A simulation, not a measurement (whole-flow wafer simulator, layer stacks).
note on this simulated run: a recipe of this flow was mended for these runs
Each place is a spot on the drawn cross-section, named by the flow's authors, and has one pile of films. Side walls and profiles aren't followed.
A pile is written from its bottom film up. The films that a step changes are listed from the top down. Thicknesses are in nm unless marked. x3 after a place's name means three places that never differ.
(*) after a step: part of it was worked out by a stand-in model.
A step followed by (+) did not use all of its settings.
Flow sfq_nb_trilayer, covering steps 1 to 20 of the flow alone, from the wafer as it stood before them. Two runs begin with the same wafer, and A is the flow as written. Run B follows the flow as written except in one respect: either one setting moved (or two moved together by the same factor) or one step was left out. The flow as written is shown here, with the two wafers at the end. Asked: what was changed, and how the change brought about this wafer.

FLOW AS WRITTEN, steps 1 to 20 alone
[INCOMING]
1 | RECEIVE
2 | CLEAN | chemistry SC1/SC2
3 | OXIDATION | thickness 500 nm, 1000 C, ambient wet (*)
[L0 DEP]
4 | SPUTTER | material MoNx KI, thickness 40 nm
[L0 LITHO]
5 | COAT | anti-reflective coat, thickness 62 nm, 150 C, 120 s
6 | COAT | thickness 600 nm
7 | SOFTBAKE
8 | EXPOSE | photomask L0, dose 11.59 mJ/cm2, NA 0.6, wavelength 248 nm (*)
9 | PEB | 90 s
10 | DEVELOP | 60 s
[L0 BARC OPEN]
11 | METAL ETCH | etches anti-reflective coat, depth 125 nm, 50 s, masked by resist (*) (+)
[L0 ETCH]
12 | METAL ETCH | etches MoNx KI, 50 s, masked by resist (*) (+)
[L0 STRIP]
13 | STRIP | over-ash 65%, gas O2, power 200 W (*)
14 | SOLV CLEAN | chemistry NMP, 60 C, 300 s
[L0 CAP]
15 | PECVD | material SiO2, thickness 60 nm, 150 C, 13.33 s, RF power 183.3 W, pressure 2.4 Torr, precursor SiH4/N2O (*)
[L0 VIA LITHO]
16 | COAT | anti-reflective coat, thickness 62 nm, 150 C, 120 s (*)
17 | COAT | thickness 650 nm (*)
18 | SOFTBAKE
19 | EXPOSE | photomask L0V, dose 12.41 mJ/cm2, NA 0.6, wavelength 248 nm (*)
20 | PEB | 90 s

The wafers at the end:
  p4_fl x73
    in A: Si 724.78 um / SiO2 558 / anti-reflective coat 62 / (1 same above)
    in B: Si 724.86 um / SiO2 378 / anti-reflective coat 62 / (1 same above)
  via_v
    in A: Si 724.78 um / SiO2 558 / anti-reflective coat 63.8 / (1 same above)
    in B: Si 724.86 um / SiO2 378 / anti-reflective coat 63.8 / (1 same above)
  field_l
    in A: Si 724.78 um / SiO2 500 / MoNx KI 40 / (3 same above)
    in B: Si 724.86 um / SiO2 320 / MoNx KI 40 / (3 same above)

What caused this: step 3, OXIDATION: thickness 320 nm was run, while the flow as written has thickness 500 nm.
One can read it off the wafer: field_l has SiO2 320, and step 3 as written asks for 500 nm.

How this came from the change, step by step:
  3 | OXIDATION | thickness 500 nm, 1000 C, ambient wet (*)
      field_l, v_sur, via_wl and 103 more: A SiO2 gains 500 (new film), chemical SiO2 loses 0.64 (all of it), Si loses 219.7 | B SiO2 gains 320 (new film), chemical SiO2 loses 0.64 (all of it), Si loses 140.5
